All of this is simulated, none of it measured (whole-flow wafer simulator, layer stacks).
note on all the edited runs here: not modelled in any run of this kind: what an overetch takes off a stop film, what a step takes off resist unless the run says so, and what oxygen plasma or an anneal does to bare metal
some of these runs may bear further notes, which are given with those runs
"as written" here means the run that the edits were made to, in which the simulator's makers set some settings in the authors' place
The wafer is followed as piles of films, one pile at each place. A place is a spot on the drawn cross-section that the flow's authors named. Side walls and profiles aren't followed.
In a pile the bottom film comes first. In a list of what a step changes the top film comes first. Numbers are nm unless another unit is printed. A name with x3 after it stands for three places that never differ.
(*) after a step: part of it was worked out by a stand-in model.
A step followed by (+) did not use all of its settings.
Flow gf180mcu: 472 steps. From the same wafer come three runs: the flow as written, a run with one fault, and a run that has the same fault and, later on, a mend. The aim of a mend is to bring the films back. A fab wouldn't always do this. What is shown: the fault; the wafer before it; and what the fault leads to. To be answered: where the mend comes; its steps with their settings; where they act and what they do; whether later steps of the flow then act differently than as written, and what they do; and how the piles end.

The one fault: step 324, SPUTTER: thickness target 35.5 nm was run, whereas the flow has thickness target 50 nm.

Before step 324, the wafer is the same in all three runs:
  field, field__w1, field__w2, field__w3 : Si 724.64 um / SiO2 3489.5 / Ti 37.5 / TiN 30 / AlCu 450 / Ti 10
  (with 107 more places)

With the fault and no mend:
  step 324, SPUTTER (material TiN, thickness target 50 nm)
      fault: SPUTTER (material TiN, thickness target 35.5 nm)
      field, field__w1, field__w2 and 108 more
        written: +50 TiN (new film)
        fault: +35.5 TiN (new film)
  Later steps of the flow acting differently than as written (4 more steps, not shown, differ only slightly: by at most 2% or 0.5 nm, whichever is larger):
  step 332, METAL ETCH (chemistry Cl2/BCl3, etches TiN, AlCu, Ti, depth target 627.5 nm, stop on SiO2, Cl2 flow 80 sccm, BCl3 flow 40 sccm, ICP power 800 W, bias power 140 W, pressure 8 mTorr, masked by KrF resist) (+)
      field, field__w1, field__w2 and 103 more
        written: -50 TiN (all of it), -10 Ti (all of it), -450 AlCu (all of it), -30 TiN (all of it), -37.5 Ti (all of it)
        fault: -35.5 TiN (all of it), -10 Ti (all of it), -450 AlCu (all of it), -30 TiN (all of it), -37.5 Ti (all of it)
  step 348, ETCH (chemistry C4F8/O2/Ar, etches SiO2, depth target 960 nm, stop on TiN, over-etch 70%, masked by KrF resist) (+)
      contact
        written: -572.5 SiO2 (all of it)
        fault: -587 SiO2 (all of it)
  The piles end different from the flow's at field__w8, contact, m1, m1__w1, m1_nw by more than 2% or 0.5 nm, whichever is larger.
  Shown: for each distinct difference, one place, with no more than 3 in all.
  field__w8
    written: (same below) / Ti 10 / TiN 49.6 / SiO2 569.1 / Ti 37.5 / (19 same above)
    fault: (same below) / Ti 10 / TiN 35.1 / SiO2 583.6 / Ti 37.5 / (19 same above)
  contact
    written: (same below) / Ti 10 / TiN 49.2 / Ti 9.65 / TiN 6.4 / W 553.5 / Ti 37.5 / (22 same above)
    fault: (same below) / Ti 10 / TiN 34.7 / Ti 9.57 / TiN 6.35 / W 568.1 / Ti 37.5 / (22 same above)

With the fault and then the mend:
  The mend stands after step 331.
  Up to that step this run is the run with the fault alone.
  step 331a, STRIP (chemistry O2/N2, power 2160 W, pressure 1700 mTorr) (*)
      field__w8, contact, m1, m1__w1, m1_nw
        -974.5 KrF resist (all of it)
  step 331b, SPUTTER (material TiN, thickness target 14.5 nm) (the flow's step 324, run once more with other settings)
      field, field__w1, field__w2 and 108 more
        +14.5 TiN
  step 331c, HMDS (120 C, 60 s) (the flow's step 326, run once more)
      leaves every film unchanged at each place that is followed
  step 331d, COAT (KrF resist, thickness 1000 nm) (the flow's step 327, run once more)
      field, field__w1, field__w2 and 108 more
        +1000 KrF resist (new film)
  step 331e, SOFTBAKE (KrF resist) (the flow's step 328, run once more)
      leaves every film unchanged at each place that is followed
  step 331f, EXPOSE (photomask Metal3) (the flow's step 329, run once more)
      leaves every film unchanged at each place that is followed
  step 331g, PEB (KrF resist, 135 C, 90 s) (the flow's step 330, run once more)
      field, field__w1, field__w2 and 108 more
        -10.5 KrF resist
  step 331h, DEVELOP (thickness 1000 nm, 60 s) (the flow's step 331, run once more)
      field, field__w1, field__w2 and 103 more
        -989.5 KrF resist (all of it)
      field__w8, contact, m1, m1__w1, m1_nw
        -14.9 KrF resist
  None of the later steps of the flow acts differently than as written at any place that is followed.
  By the end, the piles equal the flow's at every place that both follow.
